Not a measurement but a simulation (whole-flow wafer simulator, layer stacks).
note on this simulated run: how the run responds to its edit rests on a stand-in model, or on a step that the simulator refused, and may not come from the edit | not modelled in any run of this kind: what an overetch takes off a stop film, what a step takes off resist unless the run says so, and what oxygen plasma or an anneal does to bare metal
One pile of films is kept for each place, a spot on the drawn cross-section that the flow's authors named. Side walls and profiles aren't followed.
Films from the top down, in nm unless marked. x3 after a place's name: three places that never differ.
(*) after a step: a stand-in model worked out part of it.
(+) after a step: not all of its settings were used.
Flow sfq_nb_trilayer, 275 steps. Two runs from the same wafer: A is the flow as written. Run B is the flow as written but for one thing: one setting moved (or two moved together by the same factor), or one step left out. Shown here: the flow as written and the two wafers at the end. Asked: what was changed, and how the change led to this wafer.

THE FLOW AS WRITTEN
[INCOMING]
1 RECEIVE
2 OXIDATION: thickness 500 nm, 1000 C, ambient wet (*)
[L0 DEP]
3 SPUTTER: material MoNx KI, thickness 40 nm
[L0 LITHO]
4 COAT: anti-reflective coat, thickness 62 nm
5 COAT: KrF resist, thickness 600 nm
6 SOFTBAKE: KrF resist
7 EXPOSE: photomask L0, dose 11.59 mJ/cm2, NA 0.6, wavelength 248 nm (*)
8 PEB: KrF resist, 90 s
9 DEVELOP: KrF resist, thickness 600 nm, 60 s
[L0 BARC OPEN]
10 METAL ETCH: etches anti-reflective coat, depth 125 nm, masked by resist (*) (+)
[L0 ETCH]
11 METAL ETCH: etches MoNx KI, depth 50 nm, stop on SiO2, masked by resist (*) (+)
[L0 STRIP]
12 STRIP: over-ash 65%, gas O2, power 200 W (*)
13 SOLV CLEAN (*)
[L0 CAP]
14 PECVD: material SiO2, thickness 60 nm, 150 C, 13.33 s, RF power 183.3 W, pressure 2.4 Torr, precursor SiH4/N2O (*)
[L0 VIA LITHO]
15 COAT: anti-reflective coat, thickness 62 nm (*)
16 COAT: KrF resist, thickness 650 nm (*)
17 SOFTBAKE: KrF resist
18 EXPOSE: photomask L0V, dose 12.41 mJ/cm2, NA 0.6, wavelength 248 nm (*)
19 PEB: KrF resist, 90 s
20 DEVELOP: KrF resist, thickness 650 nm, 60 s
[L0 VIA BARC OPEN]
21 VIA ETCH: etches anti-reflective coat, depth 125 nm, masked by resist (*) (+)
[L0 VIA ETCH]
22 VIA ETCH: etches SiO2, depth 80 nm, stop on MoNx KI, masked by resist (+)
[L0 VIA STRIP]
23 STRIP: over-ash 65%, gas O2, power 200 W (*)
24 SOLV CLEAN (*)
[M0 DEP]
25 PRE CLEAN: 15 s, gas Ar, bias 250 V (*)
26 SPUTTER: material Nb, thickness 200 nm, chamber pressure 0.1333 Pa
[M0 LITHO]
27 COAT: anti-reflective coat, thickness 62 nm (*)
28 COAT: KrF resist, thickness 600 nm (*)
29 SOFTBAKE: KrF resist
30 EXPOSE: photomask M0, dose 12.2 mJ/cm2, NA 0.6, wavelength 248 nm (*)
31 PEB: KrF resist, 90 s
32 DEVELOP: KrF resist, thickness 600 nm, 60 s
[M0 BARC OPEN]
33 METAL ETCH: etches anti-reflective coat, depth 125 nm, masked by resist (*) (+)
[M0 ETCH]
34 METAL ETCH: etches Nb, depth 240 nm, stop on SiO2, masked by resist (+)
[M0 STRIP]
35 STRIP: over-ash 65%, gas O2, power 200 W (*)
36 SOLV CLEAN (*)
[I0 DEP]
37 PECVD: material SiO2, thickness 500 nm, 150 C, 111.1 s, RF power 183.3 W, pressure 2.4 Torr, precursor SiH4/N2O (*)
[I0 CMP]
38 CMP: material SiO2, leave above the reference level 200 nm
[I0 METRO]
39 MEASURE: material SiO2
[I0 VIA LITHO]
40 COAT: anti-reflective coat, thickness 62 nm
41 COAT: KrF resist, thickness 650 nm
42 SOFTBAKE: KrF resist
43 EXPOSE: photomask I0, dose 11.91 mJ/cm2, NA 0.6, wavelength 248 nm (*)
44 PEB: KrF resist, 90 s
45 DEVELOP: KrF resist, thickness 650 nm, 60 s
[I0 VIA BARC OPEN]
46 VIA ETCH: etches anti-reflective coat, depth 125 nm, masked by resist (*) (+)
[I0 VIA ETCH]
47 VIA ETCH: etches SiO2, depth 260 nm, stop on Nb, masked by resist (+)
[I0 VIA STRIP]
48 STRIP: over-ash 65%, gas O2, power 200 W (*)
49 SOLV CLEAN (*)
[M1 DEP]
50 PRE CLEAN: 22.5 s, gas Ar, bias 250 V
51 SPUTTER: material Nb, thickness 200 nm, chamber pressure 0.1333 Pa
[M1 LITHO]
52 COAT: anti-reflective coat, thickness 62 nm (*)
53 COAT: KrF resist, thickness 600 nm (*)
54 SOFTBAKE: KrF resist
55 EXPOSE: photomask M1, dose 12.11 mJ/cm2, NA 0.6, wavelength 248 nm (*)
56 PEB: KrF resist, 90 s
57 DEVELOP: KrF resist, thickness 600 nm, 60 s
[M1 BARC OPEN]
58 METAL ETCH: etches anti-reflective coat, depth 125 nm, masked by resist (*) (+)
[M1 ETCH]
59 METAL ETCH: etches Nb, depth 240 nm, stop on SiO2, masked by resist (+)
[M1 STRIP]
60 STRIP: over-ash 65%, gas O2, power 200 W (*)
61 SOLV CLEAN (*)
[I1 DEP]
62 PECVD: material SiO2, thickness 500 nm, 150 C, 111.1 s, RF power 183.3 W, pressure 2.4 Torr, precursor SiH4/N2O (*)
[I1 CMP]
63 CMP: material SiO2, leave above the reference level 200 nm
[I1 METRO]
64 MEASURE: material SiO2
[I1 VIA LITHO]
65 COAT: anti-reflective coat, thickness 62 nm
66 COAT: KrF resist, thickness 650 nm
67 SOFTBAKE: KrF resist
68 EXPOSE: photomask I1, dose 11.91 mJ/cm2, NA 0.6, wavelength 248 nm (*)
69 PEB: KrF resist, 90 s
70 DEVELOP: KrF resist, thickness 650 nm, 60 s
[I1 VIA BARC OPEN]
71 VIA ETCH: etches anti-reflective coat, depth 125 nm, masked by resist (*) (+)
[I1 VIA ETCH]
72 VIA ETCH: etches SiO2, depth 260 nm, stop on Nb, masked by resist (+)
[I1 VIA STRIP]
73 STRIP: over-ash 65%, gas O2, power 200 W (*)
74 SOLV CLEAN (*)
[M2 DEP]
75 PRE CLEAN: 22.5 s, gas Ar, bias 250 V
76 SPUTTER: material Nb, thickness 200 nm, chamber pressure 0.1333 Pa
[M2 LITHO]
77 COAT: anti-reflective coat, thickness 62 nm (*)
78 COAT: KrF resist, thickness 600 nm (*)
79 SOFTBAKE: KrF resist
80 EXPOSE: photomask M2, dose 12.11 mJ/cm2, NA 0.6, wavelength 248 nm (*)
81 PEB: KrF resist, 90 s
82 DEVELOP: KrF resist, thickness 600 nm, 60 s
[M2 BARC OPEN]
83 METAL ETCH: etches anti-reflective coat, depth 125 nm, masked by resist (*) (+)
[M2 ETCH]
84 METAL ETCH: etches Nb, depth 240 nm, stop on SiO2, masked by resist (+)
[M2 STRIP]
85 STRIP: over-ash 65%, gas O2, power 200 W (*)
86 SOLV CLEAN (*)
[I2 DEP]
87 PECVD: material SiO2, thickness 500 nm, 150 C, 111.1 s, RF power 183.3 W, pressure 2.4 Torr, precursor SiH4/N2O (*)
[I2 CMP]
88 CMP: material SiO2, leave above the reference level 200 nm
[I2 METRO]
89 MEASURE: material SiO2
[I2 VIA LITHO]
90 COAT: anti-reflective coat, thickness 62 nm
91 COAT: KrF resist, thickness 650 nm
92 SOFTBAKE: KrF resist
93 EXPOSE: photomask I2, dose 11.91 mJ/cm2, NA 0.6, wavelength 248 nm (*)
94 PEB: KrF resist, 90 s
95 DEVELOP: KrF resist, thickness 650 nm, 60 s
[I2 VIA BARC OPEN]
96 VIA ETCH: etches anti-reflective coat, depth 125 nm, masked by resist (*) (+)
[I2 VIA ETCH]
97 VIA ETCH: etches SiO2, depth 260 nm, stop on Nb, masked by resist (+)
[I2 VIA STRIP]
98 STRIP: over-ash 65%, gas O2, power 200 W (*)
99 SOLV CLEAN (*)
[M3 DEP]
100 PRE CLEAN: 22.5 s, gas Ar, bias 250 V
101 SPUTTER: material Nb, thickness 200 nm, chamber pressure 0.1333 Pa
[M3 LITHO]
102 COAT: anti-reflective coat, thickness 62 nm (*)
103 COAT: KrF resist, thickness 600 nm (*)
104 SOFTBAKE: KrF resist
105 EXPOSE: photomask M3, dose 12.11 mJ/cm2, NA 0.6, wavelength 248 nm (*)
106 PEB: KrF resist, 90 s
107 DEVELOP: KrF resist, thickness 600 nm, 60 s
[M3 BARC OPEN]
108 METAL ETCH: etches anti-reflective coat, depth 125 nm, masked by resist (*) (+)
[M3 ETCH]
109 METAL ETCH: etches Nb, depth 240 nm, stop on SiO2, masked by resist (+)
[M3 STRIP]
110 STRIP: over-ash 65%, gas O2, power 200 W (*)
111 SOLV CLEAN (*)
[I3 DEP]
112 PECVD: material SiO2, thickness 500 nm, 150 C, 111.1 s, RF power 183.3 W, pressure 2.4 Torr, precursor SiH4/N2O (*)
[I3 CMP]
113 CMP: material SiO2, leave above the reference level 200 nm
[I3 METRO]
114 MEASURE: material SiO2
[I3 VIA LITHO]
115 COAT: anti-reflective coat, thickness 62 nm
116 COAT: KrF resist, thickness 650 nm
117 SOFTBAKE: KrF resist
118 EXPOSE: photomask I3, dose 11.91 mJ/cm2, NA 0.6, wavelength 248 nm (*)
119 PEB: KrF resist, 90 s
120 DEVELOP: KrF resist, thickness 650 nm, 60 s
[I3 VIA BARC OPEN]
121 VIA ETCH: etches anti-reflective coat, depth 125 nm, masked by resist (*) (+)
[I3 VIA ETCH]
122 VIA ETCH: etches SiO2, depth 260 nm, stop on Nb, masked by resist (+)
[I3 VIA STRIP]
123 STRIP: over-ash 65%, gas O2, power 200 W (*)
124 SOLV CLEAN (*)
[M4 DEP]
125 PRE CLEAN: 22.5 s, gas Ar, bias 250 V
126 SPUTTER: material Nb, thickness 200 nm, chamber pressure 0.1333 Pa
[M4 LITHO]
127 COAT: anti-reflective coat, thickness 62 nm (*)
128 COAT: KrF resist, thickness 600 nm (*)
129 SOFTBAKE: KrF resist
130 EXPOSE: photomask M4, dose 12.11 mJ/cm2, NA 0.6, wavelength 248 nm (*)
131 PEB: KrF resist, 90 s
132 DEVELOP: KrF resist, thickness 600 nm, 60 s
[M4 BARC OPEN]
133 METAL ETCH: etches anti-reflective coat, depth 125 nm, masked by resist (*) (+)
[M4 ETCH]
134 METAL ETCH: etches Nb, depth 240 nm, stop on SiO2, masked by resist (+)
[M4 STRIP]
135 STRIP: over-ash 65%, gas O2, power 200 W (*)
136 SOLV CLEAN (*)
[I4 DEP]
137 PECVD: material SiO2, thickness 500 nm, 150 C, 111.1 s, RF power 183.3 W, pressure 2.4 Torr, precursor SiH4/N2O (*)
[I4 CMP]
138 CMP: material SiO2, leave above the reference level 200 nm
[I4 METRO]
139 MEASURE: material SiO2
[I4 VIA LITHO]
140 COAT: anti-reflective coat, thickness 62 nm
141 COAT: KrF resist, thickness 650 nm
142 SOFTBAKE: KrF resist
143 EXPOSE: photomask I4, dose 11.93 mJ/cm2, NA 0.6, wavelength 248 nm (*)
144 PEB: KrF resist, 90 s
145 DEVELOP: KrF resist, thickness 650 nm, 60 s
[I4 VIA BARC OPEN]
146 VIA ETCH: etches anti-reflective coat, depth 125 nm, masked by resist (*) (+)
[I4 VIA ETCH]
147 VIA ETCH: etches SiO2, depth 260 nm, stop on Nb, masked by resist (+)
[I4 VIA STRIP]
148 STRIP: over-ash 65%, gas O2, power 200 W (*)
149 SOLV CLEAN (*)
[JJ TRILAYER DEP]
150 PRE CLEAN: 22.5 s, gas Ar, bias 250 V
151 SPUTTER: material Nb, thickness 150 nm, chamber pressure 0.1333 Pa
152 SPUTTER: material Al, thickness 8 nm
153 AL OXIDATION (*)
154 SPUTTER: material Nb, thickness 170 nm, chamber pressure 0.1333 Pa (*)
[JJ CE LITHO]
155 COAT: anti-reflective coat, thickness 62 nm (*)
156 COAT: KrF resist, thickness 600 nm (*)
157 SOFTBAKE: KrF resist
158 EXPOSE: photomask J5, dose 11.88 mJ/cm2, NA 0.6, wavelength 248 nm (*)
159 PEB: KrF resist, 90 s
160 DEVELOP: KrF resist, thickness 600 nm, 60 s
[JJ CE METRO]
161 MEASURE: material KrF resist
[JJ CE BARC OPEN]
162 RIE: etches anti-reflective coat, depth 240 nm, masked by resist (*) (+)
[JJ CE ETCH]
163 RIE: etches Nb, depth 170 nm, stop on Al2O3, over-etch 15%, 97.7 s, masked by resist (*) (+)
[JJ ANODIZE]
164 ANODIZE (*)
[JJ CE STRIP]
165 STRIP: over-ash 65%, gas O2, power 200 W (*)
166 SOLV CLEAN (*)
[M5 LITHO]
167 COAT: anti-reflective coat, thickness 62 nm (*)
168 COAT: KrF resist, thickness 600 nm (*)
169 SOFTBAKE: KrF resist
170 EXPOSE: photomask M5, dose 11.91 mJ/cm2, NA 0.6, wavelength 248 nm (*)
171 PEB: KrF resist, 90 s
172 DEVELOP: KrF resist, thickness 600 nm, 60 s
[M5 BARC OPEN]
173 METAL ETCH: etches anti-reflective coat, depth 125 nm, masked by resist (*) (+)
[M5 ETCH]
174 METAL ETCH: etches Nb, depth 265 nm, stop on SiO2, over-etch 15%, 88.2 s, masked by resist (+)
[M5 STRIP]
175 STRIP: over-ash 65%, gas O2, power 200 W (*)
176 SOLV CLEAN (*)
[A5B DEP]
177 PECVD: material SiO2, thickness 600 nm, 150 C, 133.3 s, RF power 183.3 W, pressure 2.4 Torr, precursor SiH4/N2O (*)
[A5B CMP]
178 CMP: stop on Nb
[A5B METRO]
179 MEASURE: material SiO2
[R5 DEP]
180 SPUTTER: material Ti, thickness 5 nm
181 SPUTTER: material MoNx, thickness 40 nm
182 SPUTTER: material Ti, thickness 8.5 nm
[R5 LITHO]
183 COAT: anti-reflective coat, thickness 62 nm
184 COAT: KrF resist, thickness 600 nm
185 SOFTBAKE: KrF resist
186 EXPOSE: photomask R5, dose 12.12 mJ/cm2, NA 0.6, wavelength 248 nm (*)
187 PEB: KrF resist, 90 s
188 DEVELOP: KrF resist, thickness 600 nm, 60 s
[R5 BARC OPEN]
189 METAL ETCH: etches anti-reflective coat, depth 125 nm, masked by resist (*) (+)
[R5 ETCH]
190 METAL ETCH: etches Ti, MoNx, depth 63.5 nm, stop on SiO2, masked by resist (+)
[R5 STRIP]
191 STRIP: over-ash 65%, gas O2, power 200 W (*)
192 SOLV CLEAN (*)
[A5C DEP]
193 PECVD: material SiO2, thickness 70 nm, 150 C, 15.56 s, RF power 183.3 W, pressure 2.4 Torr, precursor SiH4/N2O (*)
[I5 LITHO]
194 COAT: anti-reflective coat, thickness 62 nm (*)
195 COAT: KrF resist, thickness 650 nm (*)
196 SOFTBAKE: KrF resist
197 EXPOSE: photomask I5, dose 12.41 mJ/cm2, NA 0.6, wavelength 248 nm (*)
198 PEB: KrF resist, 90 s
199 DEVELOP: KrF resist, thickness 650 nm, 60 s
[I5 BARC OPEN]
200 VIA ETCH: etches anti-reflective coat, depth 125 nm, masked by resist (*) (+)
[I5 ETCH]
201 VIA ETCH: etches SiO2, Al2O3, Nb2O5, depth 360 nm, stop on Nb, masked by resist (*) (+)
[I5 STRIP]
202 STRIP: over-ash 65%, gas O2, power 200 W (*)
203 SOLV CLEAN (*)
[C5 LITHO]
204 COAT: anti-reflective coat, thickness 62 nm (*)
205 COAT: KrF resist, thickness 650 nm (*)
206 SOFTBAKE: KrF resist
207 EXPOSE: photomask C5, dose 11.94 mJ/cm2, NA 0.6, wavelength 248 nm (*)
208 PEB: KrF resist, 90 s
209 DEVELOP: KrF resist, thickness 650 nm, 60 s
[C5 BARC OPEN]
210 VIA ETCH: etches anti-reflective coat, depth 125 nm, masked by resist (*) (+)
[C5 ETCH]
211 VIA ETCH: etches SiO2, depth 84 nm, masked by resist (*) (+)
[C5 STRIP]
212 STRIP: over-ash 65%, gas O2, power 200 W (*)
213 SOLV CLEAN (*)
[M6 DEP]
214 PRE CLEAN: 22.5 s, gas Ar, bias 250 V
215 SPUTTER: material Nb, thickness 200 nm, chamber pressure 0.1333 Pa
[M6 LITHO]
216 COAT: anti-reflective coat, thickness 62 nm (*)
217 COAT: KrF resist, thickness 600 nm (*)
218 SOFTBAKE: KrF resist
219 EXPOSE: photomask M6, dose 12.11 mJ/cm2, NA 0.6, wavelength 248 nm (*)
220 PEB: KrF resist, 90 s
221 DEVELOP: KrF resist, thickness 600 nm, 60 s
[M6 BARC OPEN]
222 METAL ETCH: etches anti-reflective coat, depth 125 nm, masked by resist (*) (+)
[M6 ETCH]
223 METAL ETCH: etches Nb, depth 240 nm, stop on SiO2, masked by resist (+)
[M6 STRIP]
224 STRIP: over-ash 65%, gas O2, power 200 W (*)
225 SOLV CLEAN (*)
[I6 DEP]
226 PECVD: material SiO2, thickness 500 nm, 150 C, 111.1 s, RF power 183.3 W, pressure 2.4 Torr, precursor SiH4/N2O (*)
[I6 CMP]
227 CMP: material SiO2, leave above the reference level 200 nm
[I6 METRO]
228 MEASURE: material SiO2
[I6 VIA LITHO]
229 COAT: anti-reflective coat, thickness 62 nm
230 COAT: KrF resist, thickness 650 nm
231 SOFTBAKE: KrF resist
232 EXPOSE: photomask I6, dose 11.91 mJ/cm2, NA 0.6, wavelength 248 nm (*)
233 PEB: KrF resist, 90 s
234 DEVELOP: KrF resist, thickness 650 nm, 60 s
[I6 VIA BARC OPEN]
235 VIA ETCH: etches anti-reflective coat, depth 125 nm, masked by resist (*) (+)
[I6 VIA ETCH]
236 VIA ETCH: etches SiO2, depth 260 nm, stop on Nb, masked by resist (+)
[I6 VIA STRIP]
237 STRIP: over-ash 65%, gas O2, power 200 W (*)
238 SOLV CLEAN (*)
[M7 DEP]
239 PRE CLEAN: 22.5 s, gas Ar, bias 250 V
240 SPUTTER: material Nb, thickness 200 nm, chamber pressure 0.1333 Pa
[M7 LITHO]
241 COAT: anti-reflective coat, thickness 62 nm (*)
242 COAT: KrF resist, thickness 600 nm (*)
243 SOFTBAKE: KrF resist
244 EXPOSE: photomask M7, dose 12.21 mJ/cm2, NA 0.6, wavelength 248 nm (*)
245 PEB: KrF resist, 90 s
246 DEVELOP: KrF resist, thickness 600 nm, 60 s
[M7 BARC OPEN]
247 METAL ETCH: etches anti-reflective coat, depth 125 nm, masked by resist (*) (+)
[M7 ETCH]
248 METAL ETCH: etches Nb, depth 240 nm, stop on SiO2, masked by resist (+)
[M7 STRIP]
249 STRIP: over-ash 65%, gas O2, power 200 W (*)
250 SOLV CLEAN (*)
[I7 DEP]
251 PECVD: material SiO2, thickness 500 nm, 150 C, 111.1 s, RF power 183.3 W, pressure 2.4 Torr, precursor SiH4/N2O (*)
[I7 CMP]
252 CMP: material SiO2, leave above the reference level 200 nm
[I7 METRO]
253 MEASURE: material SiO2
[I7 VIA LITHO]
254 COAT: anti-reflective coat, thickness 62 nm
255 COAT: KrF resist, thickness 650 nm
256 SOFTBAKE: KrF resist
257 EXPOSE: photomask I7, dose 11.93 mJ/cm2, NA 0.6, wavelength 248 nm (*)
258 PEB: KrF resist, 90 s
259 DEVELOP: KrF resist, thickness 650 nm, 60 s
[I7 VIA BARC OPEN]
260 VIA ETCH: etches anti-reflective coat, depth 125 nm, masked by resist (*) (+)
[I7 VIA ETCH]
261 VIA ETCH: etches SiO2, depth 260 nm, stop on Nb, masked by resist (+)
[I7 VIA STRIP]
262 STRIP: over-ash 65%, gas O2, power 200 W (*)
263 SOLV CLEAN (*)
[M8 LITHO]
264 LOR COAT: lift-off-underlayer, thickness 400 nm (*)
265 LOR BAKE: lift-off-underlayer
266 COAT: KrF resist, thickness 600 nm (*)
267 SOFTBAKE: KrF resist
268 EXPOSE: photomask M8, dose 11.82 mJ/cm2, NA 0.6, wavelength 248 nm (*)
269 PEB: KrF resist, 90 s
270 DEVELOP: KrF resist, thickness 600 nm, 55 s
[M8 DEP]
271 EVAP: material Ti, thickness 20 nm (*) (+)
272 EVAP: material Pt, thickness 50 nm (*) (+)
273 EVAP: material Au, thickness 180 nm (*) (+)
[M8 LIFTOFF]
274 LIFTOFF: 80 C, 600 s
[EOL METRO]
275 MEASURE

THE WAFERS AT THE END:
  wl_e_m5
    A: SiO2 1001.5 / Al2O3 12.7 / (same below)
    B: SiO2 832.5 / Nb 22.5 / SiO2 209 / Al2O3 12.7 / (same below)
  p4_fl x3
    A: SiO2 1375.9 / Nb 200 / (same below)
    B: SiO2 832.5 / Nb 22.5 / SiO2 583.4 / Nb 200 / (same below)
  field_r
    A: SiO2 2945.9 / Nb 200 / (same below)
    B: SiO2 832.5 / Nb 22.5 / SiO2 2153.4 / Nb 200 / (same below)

The cause: step 215, SPUTTER: thickness 262.5 nm was run, where the flow has thickness 200 nm.

How the change led to this, step by step:
  215 SPUTTER: material Nb, thickness 200 nm, chamber pressure 0.1333 Pa
      field_l, v_sur, via_wl and 100 more: A Nb +200 (new film) | B Nb +262.5 (new film)
      be: A Nb +147.3 | B Nb +192.5
      (and at 2 more places)
  216 COAT: anti-reflective coat, thickness 62 nm (*)
      be: A anti-reflective coat +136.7 (new film) | B anti-reflective coat +142.1 (new film)
  223 METAL ETCH: etches Nb, depth 240 nm, stop on SiO2, masked by resist (+)
      field_l, gap, moat and 76 more: A Nb -200 (all of it) | B Nb -240
  224 STRIP: over-ash 65%, gas O2, power 200 W (*)
      be: A KrF resist -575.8 (all of it), anti-reflective coat -136.7 (all of it) | B KrF resist -585.9 (all of it), anti-reflective coat -142.1 (all of it)
  226 PECVD: material SiO2, thickness 500 nm, 150 C, 111.1 s, RF power 183.3 W, pressure 2.4 Torr, precursor SiH4/N2O (*)
      field_l, p4_fl x3, p4_w1 x9 and 52 more: A SiO2 +500 | B SiO2 +500 (new film)
      moat, field_r, lsp_l, ln_m5, lsp_m: A SiO2 +493.6 | B SiO2 +492.3 (new film)
      (and at 10 more places)
  227 CMP: material SiO2, leave above the reference level 200 nm
      field_l, p4_fl x3, p4_w1 x9 and 49 more: A SiO2 -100 | B SiO2 -60
      moat, field_r, lsp_l, ln_m5, lsp_m: A SiO2 -93.6 | B SiO2 -52.3
      (and at 9 more places)
Counting metal films that touch as one body, wl_e_m5 has 7 bodies (between them, from the top down: SiO2 209 / Al2O3 12.7 / Nb2O5 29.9; SiO2 192.5; SiO2 192.5; SiO2 192.5; SiO2 192.5; SiO2 192.5); the flow as written gives 6 bodies (between them, from the top down: SiO2 192.5; SiO2 192.5; SiO2 192.5; SiO2 192.5; SiO2 192.5).
Counting metal films that touch as one body, p4_fl x3 has 3 bodies (between them, from the top down: SiO2 583.4; SiO2 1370); the flow as written gives 2 bodies (between them, from the top down: SiO2 1370).
Counting metal films that touch as one body, field_r has 2 bodies (between them, from the top down: SiO2 2153.4); the flow as written gives 1 body.
